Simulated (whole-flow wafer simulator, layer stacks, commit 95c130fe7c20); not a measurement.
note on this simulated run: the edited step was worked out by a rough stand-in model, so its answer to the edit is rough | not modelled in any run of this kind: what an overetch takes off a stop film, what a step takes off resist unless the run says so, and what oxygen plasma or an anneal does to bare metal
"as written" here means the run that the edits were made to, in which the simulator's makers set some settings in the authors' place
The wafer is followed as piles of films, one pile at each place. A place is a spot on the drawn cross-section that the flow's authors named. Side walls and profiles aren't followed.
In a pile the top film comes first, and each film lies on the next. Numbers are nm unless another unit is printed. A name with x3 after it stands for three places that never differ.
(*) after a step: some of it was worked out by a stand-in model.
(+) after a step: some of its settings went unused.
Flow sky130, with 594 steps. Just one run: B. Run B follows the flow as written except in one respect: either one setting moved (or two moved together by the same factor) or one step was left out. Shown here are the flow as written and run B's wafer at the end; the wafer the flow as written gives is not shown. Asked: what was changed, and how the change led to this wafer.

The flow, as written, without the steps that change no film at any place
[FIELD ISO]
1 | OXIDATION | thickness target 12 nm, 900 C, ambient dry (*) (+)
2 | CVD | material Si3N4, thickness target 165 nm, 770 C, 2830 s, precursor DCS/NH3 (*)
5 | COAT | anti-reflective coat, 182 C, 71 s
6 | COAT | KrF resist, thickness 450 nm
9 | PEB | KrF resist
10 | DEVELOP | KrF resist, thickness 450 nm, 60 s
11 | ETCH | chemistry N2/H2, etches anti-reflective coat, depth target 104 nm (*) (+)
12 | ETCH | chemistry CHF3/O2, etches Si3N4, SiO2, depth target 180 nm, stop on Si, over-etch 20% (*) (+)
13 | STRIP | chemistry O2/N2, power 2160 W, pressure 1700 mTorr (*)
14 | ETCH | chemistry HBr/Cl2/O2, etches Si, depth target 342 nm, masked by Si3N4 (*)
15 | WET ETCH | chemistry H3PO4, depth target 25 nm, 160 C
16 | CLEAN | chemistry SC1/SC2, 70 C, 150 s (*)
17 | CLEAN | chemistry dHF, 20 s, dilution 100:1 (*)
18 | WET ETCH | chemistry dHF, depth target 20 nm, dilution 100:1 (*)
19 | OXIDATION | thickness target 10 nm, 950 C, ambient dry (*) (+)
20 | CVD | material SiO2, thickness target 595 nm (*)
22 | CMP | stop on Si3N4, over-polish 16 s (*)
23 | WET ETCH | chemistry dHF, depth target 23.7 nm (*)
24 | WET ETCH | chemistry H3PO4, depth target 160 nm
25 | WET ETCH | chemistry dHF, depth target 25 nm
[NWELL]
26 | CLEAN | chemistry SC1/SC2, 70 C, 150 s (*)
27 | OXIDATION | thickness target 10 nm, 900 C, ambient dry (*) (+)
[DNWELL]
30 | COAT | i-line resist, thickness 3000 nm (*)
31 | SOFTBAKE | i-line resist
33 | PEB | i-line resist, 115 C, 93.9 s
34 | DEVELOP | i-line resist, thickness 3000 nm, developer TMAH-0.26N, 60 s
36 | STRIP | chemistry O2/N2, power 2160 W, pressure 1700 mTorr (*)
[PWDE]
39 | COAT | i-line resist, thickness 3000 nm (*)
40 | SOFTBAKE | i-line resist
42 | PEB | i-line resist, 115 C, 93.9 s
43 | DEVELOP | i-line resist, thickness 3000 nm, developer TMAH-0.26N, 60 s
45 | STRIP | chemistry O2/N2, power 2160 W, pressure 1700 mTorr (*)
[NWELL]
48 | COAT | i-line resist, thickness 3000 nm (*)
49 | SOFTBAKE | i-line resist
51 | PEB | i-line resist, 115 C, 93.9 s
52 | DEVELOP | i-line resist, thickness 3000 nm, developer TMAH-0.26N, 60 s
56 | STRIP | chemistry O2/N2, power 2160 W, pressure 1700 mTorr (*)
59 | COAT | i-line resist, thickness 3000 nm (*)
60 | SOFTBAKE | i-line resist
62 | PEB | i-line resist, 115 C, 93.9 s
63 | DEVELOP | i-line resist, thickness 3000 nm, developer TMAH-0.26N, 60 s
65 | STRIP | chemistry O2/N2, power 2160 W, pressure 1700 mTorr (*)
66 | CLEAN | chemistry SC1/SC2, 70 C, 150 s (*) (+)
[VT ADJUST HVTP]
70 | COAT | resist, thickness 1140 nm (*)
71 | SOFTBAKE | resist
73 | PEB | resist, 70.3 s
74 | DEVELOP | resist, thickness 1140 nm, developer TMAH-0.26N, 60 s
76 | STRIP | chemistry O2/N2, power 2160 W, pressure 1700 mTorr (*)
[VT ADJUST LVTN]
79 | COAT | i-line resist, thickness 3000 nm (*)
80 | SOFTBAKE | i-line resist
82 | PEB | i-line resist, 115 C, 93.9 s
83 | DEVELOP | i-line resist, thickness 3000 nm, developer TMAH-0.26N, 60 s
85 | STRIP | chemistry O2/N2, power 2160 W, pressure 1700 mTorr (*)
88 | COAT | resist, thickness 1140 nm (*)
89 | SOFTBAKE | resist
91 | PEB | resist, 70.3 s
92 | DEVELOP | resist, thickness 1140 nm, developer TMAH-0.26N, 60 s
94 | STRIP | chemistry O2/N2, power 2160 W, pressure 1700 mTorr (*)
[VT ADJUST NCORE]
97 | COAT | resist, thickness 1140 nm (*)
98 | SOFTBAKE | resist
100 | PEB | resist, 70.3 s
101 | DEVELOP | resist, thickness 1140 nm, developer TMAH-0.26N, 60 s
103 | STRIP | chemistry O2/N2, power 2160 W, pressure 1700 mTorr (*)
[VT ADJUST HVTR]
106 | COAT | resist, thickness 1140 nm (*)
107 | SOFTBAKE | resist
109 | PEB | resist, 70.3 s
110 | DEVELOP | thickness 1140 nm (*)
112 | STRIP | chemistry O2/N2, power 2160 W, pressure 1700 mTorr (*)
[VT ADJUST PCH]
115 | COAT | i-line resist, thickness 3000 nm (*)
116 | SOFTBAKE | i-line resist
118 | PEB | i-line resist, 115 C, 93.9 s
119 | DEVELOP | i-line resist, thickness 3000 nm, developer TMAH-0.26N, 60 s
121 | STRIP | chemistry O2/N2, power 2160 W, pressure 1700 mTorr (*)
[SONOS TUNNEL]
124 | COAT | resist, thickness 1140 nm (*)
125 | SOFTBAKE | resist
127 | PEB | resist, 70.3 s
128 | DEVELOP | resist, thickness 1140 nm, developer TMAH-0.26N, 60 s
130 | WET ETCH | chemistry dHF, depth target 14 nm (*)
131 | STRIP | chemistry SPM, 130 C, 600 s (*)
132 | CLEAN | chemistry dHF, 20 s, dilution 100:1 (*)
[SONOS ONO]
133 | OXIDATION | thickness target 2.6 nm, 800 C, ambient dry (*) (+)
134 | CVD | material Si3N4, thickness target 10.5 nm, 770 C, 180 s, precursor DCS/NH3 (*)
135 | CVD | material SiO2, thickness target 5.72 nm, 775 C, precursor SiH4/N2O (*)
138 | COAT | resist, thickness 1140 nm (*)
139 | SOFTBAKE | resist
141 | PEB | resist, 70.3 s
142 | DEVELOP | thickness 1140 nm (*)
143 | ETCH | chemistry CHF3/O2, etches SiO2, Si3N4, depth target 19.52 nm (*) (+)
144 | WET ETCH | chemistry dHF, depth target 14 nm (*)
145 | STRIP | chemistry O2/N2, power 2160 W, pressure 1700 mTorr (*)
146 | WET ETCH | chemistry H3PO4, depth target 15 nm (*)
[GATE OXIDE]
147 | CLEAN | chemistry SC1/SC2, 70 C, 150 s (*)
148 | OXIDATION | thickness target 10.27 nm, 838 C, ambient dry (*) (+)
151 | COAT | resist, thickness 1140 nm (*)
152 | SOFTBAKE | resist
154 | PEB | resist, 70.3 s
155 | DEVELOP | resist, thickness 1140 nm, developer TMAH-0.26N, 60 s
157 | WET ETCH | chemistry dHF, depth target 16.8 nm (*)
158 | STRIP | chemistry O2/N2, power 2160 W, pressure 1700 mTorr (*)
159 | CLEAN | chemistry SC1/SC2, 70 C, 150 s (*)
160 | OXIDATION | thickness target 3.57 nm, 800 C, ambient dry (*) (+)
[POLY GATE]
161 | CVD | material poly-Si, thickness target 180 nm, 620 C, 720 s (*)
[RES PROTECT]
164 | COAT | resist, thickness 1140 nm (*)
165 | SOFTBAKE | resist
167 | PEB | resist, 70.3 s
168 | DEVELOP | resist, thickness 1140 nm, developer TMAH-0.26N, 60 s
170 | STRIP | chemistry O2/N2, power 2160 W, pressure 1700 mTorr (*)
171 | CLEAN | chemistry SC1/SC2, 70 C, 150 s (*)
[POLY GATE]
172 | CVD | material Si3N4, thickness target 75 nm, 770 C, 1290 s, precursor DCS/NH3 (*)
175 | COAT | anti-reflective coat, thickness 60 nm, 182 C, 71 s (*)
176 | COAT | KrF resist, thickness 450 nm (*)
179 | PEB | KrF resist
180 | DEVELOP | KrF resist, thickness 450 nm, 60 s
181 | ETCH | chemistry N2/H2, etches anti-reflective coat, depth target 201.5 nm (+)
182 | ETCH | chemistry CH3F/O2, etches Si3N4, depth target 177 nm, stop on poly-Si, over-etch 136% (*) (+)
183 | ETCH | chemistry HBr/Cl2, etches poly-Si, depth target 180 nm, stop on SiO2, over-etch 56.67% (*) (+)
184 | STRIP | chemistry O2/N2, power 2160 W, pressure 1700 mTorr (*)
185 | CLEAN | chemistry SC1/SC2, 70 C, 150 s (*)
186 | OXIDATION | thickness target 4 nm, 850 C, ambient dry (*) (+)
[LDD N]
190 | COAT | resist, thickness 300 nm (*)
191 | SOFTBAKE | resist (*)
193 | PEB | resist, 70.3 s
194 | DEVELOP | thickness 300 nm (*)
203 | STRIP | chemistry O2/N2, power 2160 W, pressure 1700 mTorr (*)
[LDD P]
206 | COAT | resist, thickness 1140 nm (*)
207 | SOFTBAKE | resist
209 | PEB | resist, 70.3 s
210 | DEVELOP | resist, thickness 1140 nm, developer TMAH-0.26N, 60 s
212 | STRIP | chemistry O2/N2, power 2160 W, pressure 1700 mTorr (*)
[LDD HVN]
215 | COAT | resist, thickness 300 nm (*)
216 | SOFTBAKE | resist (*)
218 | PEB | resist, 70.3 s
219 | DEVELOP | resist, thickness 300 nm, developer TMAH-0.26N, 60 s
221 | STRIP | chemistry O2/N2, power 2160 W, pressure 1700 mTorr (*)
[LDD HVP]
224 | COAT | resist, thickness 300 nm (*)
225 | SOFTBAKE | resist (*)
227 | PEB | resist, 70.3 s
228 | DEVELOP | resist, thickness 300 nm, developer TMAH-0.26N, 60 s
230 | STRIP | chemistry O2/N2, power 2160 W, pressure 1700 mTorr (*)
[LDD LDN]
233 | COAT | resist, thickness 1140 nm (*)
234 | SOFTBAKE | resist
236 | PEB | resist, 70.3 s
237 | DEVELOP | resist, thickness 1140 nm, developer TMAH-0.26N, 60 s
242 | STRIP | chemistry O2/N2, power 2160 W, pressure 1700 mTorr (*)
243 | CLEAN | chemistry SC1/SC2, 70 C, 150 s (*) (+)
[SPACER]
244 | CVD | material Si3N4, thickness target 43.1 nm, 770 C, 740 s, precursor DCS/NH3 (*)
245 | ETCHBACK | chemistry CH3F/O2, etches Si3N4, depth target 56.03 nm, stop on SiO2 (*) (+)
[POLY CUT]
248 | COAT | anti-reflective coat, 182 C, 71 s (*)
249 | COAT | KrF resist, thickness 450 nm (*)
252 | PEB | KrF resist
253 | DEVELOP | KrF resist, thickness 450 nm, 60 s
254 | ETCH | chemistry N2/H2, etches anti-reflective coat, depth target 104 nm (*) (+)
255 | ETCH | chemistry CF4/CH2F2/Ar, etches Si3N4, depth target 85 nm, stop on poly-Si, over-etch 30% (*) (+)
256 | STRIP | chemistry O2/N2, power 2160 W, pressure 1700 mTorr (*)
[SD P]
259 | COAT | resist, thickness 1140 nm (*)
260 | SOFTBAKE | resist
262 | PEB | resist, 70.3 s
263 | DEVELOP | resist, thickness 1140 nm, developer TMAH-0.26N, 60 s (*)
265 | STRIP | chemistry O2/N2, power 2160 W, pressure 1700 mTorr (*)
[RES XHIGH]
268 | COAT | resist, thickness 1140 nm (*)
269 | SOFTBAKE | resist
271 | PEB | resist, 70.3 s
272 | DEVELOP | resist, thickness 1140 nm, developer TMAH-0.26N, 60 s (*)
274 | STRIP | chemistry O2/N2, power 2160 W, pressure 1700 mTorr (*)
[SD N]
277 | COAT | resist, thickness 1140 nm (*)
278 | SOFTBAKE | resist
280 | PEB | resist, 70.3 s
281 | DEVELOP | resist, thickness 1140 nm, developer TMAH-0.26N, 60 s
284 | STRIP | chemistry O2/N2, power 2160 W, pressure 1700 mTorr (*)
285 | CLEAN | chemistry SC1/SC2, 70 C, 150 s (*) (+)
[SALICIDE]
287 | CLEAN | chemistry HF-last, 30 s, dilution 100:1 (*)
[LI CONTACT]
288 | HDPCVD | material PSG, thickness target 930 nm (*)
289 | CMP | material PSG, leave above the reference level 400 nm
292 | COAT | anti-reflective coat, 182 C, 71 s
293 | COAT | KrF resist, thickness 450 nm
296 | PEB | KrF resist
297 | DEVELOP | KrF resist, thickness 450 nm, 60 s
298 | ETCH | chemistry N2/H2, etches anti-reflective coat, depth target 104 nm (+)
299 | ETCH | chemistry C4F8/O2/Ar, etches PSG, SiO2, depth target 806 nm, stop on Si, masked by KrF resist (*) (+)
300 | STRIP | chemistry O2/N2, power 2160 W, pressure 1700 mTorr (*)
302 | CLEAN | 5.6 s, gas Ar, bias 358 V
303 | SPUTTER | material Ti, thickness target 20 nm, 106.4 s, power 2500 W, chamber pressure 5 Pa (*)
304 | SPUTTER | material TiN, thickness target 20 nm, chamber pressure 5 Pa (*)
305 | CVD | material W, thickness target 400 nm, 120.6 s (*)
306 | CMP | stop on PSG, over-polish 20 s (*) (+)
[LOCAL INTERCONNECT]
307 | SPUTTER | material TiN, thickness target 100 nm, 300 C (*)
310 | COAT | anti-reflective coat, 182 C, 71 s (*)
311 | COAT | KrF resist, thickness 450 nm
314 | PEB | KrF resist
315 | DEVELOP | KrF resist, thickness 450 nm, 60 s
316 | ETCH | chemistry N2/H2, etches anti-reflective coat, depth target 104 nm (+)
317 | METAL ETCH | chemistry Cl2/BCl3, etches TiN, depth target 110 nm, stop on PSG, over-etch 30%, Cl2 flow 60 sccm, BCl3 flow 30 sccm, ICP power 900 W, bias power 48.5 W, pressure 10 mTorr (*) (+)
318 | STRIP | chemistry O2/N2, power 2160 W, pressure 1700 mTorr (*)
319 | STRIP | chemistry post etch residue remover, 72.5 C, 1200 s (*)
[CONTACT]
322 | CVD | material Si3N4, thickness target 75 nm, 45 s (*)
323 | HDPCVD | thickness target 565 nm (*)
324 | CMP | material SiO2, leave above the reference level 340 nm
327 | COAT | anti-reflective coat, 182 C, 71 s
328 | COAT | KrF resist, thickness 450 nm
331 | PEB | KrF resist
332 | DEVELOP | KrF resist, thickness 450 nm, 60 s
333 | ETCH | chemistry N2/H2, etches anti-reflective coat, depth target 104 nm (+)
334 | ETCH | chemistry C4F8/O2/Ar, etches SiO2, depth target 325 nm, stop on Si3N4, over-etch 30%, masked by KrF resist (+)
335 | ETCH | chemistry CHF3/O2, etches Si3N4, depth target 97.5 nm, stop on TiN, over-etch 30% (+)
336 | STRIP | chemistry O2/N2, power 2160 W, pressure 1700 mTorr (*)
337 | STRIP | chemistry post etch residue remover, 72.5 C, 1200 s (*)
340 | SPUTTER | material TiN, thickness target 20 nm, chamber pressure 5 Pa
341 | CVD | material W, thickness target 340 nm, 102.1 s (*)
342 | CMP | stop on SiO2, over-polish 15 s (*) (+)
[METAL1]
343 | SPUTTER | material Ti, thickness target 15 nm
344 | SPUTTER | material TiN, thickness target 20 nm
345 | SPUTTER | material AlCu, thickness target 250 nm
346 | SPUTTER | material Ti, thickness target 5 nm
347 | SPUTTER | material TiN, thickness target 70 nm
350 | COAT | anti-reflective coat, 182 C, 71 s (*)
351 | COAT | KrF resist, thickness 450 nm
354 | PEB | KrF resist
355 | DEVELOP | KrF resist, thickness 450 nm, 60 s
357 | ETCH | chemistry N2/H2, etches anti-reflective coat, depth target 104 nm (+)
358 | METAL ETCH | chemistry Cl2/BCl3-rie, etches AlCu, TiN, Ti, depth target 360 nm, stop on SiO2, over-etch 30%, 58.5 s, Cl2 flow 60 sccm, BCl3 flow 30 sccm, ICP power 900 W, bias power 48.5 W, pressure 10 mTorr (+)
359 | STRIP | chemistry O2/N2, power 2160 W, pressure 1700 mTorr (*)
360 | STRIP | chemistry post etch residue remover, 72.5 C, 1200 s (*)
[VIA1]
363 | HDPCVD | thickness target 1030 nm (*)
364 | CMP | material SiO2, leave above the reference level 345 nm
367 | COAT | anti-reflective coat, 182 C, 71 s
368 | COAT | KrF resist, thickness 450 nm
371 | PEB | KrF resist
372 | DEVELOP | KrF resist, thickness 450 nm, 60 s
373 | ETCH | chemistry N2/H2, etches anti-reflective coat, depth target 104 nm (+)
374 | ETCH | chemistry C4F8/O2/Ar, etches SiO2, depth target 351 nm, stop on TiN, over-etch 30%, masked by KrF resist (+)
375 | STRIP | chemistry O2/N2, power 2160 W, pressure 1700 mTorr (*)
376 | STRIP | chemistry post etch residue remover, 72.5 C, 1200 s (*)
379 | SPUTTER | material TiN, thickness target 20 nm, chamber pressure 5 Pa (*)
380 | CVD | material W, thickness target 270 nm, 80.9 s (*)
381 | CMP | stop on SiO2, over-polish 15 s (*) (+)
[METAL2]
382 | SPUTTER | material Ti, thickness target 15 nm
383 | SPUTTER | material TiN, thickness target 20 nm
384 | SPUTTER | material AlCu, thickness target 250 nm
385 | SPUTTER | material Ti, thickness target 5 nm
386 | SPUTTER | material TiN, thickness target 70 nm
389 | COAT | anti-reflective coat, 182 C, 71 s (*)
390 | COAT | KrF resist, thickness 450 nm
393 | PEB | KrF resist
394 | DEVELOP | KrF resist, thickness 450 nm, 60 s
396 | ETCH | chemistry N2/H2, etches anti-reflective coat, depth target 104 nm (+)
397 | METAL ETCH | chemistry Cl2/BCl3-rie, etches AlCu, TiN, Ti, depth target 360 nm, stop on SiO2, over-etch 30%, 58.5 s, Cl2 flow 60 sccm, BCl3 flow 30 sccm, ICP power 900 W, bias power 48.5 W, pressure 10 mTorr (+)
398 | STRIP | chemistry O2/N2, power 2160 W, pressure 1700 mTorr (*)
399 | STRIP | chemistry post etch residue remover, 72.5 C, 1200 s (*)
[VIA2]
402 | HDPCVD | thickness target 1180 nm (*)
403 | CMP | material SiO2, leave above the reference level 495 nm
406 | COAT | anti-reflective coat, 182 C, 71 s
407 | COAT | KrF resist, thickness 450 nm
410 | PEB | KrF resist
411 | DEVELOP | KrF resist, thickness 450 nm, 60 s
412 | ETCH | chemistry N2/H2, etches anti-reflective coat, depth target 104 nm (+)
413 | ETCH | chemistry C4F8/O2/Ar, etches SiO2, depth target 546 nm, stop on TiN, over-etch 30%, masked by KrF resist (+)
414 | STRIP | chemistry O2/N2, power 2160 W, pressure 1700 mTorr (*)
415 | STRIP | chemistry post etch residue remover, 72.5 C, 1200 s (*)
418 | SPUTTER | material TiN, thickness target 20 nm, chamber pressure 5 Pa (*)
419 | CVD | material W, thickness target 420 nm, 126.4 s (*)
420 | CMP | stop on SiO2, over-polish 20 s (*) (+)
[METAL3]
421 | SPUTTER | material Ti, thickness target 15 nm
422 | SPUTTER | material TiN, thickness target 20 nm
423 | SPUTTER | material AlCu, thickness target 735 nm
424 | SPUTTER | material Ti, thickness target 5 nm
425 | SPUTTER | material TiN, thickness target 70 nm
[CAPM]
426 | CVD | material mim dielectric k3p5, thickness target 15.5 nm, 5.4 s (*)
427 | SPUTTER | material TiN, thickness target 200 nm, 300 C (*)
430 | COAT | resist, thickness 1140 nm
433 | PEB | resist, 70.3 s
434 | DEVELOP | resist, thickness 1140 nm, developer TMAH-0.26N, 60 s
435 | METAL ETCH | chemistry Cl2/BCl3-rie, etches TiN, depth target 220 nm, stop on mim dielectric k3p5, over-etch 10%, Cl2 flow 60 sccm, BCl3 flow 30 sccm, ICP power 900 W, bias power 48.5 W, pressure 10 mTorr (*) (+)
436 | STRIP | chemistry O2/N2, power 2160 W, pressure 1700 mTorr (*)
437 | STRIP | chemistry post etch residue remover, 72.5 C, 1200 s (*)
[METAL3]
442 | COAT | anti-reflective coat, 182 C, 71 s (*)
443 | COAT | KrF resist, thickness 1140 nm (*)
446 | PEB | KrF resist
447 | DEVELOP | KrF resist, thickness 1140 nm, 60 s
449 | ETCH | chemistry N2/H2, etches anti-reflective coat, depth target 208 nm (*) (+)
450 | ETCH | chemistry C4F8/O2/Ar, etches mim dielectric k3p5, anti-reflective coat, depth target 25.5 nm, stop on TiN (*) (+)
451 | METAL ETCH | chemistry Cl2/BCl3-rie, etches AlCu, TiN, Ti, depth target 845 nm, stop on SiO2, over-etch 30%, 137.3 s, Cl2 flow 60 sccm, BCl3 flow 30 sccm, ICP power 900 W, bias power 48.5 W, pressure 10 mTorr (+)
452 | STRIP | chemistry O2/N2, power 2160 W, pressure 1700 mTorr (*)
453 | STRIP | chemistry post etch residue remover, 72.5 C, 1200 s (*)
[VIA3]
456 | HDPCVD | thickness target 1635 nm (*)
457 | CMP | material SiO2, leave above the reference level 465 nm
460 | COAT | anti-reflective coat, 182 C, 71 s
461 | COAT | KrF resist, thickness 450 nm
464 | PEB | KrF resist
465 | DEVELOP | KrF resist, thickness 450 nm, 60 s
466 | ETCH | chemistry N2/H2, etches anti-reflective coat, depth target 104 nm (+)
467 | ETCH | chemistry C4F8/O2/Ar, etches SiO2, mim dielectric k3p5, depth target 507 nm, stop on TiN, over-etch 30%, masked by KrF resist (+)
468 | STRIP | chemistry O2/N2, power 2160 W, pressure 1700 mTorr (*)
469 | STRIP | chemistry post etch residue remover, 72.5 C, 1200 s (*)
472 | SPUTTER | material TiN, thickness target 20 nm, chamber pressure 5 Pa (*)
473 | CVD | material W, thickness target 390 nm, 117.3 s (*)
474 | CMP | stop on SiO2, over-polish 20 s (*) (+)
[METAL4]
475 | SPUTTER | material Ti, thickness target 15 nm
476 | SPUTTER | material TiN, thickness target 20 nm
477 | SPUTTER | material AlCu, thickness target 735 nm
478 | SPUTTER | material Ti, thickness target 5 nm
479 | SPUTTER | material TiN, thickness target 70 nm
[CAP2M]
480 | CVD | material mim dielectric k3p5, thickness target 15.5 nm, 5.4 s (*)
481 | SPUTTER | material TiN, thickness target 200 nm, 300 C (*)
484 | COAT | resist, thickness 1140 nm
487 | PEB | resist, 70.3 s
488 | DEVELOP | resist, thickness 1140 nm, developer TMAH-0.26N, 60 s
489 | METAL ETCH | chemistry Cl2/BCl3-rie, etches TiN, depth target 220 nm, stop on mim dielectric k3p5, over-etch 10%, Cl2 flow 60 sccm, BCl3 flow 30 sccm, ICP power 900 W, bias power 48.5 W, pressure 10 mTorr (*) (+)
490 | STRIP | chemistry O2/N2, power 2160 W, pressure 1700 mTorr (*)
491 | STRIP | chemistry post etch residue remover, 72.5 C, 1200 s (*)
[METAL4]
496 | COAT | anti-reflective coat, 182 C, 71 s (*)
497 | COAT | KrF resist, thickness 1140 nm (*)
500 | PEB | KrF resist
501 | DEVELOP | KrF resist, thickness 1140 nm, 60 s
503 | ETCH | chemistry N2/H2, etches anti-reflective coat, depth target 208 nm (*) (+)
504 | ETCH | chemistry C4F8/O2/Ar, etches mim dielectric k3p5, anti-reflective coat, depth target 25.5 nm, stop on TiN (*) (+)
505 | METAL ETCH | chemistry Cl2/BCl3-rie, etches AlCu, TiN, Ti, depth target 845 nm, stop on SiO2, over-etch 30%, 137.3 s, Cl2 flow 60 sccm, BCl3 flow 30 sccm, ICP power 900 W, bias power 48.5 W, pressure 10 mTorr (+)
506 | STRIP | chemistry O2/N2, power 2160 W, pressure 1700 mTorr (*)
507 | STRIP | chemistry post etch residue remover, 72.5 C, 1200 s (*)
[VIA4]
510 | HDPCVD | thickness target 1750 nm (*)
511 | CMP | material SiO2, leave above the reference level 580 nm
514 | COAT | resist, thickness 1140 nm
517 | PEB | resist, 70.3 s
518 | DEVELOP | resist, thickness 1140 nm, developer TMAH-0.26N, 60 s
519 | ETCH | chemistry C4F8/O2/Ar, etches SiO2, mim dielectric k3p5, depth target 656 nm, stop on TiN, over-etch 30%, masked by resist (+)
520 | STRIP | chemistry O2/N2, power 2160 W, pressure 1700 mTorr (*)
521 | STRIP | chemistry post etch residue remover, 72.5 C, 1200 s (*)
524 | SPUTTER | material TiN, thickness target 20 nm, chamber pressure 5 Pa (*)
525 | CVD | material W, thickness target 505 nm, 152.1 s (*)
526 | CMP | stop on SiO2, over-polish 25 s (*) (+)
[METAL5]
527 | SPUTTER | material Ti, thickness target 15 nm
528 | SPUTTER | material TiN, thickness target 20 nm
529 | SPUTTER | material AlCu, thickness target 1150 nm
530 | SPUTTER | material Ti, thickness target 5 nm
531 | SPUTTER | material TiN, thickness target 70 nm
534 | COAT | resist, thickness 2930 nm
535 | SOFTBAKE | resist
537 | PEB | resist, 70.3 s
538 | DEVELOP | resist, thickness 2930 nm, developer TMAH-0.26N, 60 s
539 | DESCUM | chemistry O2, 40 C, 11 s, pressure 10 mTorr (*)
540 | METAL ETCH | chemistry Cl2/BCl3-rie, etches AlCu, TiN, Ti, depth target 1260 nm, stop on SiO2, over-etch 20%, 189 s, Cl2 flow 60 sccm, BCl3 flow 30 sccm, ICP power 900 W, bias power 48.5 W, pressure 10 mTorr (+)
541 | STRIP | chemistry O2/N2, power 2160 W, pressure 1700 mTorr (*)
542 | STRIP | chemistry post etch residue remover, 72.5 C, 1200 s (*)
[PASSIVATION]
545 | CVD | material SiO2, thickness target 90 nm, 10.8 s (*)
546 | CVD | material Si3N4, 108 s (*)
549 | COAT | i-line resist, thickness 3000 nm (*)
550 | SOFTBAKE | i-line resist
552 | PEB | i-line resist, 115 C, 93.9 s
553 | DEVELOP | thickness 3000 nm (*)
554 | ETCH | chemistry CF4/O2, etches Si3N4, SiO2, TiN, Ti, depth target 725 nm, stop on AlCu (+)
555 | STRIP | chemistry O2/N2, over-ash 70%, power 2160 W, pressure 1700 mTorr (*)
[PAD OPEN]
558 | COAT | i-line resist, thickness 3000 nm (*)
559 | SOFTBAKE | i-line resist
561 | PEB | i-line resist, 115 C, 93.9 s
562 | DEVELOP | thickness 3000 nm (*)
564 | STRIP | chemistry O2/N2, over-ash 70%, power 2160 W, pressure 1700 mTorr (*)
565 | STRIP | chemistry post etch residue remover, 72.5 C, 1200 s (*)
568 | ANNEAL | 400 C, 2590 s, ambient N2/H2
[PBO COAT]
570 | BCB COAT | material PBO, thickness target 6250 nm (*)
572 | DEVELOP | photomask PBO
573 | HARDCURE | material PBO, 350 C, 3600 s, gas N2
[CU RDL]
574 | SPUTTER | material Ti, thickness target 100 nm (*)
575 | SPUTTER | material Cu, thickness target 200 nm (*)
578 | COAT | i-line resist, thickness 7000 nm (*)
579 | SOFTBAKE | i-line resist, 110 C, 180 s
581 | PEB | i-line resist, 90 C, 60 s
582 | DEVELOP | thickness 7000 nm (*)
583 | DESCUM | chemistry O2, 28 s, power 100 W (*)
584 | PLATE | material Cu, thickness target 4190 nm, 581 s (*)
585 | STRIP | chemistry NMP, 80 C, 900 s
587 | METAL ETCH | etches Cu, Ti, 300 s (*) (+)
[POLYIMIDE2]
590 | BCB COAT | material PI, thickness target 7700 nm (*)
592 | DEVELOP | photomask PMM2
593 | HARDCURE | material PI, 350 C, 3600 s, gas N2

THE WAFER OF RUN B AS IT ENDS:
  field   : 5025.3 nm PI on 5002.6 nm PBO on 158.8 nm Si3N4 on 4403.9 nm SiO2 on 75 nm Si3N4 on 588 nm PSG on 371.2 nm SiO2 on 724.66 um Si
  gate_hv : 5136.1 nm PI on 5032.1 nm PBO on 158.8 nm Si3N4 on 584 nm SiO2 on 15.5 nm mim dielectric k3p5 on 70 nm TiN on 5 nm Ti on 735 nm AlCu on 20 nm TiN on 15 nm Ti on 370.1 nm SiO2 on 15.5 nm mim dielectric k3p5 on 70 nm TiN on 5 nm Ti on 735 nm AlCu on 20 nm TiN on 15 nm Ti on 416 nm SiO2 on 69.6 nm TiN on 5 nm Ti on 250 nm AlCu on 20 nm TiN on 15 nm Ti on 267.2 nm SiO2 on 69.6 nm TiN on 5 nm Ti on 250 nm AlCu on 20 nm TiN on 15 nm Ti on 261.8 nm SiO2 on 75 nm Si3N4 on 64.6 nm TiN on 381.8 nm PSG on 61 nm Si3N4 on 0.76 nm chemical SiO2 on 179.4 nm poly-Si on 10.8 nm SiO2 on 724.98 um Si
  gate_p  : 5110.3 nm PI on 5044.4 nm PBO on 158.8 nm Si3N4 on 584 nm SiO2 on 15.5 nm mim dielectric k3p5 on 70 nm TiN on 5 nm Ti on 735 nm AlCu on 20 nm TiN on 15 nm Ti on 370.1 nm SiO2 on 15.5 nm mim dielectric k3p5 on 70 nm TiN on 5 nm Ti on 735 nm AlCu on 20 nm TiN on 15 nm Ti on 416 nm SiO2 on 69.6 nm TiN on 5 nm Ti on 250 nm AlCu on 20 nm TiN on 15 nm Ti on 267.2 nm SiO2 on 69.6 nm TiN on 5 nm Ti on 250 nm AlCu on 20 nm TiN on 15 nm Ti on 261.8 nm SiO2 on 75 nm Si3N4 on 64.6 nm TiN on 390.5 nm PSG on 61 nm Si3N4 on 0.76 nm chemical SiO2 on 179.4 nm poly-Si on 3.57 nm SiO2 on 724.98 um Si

What caused this: step 307, SPUTTER: thickness target 65 nm was run, whereas the flow has thickness target 100 nm.

Step by step, how the change led to this:
  307 | SPUTTER | material TiN, thickness target 100 nm, 300 C (*)
      field, active, n_well and 188 more: +65 TiN (new film) (in the flow as written it would be: +100 TiN (new film))
  317 | METAL ETCH | chemistry Cl2/BCl3, etches TiN, depth target 110 nm, stop on PSG, over-etch 30%, Cl2 flow 60 sccm, BCl3 flow 30 sccm, ICP power 900 W, bias power 48.5 W, pressure 10 mTorr (*) (+)
      n_well, p_well, gate_hv and 97 more: -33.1 KrF resist (in the flow as written it would be: -44 KrF resist)
      field, active, gate and 88 more: -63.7 TiN (all of it) (in the flow as written it would be: -98.7 TiN (all of it))
  318 | STRIP | chemistry O2/N2, power 2160 W, pressure 1700 mTorr (*)
      n_well, p_well, gate_hv and 93 more: -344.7 KrF resist (all of it), -80 anti-reflective coat (all of it) (in the flow as written it would be: -333.8 KrF resist (all of it), -80 anti-reflective coat (all of it))
      poly_licon, ndiff_licon, ndiff_licon_cpp, rpo_hd_licon: -344.8 KrF resist (all of it), -80.5 anti-reflective coat (all of it) (in the flow as written it would be: -333.9 KrF resist (all of it), -80.5 anti-reflective coat (all of it))
  324 | CMP | material SiO2, leave above the reference level 340 nm
      field, active, gate and 88 more: -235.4 SiO2 (in the flow as written it would be: -200.4 SiO2)
